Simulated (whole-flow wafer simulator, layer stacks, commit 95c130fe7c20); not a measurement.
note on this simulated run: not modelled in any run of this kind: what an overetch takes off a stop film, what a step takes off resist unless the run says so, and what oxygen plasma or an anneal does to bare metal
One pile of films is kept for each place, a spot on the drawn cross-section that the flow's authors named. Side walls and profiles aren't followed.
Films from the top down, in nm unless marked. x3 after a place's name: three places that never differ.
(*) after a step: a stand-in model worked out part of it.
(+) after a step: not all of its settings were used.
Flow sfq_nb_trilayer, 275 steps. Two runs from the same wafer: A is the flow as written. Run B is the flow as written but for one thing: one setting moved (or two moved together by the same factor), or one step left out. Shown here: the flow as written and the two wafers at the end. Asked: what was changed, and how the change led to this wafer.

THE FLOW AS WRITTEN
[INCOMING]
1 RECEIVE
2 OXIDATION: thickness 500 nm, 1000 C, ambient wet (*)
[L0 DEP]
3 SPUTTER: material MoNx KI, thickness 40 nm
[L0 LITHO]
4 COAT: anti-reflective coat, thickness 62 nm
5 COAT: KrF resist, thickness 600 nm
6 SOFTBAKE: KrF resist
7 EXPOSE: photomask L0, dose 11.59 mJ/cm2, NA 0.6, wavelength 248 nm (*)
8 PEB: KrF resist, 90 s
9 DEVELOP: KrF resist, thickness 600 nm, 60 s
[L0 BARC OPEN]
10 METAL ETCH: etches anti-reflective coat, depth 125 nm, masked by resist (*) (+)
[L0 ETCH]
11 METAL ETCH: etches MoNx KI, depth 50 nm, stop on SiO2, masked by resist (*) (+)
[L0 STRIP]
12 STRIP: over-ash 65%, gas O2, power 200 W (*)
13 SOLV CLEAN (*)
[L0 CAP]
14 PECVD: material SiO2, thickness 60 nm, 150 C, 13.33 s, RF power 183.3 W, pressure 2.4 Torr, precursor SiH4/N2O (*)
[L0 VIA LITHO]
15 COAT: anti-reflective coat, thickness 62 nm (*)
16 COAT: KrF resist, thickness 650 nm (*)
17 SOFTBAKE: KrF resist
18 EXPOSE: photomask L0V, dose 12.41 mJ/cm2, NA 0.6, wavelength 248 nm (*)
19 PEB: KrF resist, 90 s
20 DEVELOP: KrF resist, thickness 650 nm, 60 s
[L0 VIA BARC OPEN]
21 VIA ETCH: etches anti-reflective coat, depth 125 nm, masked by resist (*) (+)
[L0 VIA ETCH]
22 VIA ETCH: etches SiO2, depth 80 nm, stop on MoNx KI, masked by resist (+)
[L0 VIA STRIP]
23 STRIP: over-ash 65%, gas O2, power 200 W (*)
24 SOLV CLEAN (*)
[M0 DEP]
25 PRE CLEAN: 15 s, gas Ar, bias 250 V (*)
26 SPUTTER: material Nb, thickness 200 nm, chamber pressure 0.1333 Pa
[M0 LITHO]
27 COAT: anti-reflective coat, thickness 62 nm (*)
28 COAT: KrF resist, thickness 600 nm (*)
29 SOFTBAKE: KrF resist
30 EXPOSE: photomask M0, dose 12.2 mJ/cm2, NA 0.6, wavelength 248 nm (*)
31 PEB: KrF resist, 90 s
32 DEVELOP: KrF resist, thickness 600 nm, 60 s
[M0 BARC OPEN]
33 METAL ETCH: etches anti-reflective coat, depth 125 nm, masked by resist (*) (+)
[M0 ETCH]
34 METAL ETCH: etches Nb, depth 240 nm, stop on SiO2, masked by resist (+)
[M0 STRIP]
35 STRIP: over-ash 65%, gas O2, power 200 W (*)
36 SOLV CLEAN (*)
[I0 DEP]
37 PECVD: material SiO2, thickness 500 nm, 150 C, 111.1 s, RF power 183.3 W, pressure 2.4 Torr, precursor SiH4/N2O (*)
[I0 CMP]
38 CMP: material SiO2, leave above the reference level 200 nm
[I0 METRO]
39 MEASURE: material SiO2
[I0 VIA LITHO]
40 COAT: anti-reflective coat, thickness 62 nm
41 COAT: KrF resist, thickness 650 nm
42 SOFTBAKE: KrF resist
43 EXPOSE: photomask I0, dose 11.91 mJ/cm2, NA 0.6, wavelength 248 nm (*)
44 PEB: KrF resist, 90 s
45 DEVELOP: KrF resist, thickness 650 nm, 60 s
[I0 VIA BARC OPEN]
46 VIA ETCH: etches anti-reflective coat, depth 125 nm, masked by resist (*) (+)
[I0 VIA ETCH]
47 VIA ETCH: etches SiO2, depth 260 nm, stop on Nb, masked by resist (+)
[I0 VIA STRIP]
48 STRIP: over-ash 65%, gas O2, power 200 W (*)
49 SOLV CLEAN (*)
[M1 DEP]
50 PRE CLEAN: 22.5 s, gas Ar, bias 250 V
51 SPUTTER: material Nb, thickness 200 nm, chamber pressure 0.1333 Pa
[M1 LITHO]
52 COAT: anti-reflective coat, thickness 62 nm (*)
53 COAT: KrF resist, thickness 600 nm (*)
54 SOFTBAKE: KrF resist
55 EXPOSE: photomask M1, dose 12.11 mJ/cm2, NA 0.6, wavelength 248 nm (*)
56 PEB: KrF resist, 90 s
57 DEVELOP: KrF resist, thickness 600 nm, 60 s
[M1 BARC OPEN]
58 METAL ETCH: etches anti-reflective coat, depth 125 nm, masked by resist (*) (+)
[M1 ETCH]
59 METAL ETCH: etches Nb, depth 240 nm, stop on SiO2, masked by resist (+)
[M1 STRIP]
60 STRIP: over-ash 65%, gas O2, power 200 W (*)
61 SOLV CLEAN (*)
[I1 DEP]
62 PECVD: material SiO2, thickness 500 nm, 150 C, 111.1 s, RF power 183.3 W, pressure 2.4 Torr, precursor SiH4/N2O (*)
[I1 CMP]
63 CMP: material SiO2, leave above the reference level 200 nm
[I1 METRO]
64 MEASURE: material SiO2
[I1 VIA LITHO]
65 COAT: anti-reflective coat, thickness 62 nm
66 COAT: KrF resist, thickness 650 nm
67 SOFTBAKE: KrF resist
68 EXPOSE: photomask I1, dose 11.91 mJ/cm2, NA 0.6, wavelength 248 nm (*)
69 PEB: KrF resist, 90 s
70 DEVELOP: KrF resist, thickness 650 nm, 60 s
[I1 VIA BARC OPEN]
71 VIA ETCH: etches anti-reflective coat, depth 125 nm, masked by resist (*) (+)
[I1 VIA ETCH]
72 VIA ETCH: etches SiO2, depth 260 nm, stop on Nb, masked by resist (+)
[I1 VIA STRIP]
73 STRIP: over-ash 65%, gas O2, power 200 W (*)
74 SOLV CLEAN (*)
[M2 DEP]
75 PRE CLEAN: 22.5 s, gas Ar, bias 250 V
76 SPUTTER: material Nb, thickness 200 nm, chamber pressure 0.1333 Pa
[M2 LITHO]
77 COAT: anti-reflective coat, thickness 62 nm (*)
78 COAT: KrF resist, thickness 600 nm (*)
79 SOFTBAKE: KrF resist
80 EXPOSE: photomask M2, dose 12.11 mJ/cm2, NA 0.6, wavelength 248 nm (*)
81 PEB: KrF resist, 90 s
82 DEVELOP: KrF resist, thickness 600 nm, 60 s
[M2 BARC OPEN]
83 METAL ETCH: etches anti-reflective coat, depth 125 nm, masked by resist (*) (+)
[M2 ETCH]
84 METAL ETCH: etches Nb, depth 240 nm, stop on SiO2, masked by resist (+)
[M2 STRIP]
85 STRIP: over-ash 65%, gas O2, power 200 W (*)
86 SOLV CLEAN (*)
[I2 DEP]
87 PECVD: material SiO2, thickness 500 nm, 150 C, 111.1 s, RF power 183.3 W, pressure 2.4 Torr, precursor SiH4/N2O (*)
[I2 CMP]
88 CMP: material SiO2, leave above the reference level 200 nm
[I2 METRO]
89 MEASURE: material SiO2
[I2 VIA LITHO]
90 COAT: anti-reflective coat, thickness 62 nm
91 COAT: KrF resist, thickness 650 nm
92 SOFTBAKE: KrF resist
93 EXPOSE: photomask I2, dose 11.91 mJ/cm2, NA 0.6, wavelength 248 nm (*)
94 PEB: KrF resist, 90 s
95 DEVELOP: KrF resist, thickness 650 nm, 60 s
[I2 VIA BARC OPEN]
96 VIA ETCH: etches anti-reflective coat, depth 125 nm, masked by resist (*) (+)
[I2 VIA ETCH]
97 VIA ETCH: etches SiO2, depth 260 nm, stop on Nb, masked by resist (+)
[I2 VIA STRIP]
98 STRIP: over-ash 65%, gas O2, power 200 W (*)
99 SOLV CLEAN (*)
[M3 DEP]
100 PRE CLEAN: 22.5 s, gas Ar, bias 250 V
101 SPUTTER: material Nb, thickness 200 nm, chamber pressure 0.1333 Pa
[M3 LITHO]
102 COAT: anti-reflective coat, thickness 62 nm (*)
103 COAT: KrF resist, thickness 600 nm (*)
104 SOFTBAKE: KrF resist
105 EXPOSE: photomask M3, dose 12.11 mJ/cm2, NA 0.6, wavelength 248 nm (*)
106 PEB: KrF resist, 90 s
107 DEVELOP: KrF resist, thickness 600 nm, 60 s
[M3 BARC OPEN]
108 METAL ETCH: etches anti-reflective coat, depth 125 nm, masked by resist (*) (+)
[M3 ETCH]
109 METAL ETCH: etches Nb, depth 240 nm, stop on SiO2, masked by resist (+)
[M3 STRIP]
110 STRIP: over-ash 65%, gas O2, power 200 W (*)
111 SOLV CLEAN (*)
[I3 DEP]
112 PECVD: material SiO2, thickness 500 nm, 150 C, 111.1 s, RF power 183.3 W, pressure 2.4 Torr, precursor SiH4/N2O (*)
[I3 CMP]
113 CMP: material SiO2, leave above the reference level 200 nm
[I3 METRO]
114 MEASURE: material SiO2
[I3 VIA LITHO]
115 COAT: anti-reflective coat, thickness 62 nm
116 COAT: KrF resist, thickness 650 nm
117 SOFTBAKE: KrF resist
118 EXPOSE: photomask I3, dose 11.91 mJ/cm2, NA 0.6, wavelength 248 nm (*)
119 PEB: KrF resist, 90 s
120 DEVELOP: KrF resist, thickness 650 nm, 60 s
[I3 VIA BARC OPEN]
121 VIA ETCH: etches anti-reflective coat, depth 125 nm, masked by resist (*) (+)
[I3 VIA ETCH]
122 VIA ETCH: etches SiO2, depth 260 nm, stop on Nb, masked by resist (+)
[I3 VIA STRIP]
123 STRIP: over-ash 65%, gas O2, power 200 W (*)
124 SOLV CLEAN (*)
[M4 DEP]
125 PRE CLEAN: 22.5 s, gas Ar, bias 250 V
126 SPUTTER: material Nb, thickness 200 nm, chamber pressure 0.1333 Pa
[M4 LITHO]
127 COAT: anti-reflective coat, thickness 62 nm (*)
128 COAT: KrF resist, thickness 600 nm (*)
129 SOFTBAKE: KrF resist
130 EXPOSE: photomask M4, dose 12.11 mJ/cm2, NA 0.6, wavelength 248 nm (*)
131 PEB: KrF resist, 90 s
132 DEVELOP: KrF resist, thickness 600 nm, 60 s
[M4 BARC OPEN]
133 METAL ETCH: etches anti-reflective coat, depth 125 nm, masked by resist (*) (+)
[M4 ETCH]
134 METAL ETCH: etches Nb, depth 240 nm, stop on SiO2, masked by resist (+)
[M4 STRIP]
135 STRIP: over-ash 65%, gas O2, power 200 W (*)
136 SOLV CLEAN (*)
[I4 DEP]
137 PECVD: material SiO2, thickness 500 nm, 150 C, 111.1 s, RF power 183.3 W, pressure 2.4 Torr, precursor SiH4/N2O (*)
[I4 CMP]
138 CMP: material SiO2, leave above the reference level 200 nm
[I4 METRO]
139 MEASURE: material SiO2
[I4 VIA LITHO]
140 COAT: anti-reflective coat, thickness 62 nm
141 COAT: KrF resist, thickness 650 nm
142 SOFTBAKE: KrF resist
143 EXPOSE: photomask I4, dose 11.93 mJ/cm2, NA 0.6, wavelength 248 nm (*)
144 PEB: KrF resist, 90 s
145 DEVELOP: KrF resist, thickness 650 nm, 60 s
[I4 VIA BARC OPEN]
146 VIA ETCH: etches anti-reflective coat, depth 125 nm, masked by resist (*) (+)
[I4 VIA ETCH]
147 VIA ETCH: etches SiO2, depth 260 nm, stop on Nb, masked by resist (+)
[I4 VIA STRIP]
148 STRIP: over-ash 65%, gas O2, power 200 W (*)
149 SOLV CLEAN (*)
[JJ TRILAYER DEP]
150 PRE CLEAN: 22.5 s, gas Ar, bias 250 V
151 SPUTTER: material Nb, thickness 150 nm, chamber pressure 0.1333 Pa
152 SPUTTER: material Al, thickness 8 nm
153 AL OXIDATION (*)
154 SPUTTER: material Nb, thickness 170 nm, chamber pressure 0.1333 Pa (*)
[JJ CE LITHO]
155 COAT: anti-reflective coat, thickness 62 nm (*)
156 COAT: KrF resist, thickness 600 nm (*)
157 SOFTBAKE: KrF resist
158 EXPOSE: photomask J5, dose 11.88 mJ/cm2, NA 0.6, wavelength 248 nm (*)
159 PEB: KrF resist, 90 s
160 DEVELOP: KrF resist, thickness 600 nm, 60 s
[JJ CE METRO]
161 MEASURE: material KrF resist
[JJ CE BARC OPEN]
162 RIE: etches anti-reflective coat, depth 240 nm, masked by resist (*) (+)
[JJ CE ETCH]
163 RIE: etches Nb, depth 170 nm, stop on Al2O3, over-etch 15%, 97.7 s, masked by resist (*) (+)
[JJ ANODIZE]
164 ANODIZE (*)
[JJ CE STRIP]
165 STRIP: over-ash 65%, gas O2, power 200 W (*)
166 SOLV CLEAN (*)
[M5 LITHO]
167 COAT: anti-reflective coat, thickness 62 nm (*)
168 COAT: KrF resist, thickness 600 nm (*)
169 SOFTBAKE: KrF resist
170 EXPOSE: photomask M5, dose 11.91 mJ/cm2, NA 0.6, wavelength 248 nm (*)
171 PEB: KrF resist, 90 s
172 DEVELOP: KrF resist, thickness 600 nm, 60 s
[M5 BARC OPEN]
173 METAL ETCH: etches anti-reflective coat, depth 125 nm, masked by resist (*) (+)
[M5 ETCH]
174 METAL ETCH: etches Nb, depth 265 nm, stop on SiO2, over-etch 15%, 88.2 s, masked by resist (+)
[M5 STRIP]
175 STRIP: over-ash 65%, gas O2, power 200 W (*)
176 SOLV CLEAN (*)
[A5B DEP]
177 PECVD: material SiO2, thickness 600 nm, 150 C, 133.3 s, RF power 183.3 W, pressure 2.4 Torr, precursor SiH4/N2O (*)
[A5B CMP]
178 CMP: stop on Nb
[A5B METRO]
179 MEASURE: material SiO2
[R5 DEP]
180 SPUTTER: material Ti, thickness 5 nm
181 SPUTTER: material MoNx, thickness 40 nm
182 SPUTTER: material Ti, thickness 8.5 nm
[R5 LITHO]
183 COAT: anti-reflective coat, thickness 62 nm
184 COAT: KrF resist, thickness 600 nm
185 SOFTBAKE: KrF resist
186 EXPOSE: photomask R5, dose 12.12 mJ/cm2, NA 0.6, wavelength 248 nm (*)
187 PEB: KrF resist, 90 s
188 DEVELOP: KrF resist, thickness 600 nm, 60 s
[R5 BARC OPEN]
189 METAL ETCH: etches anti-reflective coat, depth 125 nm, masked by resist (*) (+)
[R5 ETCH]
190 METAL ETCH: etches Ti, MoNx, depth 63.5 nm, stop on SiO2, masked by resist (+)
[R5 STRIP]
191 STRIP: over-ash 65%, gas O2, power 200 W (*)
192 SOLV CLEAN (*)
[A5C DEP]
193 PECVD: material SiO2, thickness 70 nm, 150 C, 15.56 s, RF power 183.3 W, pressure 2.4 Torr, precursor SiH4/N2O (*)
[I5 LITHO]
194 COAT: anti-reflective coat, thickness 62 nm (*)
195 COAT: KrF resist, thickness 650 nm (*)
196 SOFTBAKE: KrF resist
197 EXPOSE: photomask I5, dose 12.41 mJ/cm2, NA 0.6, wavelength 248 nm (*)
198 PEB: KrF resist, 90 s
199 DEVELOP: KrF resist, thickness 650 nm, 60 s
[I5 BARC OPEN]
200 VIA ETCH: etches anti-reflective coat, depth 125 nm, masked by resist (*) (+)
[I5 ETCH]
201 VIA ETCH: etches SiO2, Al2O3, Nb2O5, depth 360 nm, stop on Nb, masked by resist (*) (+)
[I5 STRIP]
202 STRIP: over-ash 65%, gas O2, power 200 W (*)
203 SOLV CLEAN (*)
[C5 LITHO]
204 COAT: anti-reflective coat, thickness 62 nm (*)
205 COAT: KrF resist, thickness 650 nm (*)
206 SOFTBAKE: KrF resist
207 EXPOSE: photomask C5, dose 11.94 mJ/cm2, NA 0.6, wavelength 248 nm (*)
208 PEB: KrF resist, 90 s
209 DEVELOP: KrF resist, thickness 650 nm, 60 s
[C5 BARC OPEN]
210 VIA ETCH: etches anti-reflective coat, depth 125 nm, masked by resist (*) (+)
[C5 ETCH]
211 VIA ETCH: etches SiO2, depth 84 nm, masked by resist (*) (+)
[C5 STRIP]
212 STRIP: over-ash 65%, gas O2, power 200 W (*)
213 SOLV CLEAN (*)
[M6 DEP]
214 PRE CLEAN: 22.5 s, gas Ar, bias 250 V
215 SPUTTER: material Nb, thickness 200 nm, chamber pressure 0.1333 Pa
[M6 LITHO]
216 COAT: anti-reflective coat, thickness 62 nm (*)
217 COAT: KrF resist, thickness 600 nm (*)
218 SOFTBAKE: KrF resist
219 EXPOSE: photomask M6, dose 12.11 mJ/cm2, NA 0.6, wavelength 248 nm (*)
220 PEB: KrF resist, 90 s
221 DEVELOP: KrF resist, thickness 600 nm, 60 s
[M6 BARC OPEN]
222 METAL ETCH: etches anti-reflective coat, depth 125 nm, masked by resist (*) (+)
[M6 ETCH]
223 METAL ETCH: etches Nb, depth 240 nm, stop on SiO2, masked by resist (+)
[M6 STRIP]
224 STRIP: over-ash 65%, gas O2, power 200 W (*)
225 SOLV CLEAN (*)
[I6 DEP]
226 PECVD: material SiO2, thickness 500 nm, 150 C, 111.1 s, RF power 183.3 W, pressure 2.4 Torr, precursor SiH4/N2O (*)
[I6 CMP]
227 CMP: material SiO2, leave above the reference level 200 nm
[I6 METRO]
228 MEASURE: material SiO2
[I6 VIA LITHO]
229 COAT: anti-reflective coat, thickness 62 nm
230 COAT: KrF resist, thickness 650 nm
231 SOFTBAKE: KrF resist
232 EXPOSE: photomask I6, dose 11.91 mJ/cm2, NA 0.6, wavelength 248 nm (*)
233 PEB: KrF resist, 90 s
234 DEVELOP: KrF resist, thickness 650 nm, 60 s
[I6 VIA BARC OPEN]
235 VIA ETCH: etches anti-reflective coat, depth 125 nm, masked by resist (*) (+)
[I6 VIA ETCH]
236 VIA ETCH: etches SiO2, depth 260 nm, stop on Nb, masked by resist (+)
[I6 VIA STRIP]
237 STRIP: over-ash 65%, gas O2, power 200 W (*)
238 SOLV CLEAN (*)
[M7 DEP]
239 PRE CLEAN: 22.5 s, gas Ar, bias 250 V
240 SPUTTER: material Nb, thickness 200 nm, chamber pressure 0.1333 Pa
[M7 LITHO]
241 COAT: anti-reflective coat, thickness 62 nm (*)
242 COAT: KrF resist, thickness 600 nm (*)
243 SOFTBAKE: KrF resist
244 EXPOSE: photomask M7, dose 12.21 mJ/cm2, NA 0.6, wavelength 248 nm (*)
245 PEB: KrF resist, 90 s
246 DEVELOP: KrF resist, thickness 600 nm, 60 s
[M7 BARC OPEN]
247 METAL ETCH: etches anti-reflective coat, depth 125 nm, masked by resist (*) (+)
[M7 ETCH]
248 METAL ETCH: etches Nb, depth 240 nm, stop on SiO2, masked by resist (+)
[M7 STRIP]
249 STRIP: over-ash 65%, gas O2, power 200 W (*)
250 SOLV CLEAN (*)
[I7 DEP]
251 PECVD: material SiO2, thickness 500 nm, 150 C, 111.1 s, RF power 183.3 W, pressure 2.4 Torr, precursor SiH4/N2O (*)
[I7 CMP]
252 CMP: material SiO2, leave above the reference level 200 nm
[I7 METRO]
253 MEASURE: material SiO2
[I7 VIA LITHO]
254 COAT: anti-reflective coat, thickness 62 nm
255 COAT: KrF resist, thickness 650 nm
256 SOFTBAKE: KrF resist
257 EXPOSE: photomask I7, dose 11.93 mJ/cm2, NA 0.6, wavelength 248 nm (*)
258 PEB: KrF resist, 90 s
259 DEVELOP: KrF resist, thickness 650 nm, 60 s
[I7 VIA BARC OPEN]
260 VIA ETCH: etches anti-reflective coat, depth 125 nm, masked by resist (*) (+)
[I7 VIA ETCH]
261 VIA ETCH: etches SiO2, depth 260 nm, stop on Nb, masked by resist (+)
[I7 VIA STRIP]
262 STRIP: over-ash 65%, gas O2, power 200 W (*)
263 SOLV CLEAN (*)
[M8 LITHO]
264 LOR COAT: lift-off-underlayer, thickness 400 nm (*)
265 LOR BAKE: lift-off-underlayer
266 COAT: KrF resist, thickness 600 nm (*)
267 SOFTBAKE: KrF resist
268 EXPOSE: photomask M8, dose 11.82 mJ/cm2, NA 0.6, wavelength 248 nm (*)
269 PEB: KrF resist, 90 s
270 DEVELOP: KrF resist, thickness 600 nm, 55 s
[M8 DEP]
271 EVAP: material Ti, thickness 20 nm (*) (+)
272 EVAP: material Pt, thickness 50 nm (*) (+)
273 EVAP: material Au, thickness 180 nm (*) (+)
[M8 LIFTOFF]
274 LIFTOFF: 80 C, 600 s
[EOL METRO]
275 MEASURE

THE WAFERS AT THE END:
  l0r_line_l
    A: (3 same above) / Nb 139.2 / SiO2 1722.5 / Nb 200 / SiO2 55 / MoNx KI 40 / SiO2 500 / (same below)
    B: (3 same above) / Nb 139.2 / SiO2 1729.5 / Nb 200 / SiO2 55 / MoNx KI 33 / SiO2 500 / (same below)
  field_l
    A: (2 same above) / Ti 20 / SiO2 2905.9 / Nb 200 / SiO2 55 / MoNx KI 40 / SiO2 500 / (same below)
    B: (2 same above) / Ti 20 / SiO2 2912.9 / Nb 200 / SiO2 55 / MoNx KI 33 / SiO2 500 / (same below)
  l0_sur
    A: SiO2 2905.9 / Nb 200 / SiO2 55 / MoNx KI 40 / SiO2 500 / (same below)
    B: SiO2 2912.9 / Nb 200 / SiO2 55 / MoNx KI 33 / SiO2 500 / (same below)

The cause: step 3, SPUTTER: thickness 33 nm was run, where the flow has thickness 40 nm.
It can be read off the wafer: l0r_line_l has MoNx KI 33, and step 3 as written asks for 40 nm.

How the change led to this, step by step:
  3 SPUTTER: material MoNx KI, thickness 40 nm
      field_l, v_sur, via_wl and 103 more: A MoNx KI +40 (new film) | B MoNx KI +33 (new film)
  11 METAL ETCH: etches MoNx KI, depth 50 nm, stop on SiO2, masked by resist (*) (+)
      v_sur, via_wl, via_w and 97 more: A MoNx KI -40 (all of it) | B MoNx KI -33 (all of it)
  15 COAT: anti-reflective coat, thickness 62 nm (*)
      v_sur: A anti-reflective coat +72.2 (new film) | B anti-reflective coat +70.5 (new film)
      l0_sur: A anti-reflective coat +54.2 (new film) | B anti-reflective coat +55.4 (new film)
      (and at 1 more place)
  23 STRIP: over-ash 65%, gas O2, power 200 W (*)
      v_sur: A KrF resist -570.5 (all of it), anti-reflective coat -72.2 (all of it) | B KrF resist -568.4 (all of it), anti-reflective coat -70.5 (all of it)
      l0_sur: A KrF resist -552.8 (all of it), anti-reflective coat -54.2 (all of it) | B KrF resist -554.1 (all of it), anti-reflective coat -55.4 (all of it)
      (and at 1 more place)
  27 COAT: anti-reflective coat, thickness 62 nm (*)
      v_sur: A anti-reflective coat +72.3 (new film) | B anti-reflective coat +70.6 (new film)
      l0r_space_c: A anti-reflective coat +78 (new film) | B anti-reflective coat +75.1 (new film)
  35 STRIP: over-ash 65%, gas O2, power 200 W (*)
      v_sur: A KrF resist -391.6 (all of it), anti-reflective coat -72.3 (all of it) | B KrF resist -389.9 (all of it), anti-reflective coat -70.6 (all of it)
      l0r_space_c: A KrF resist -397.6 (all of it), anti-reflective coat -78 (all of it) | B KrF resist -394.9 (all of it), anti-reflective coat -75.1 (all of it)
  38 CMP: material SiO2, leave above the reference level 200 nm
      field_l, l0_sur, l0r_line_l, l0r_line_c, l0r_line_r: A SiO2 -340 | B SiO2 -333
      l0v: A SiO2 -277.8 | B SiO2 -270.8
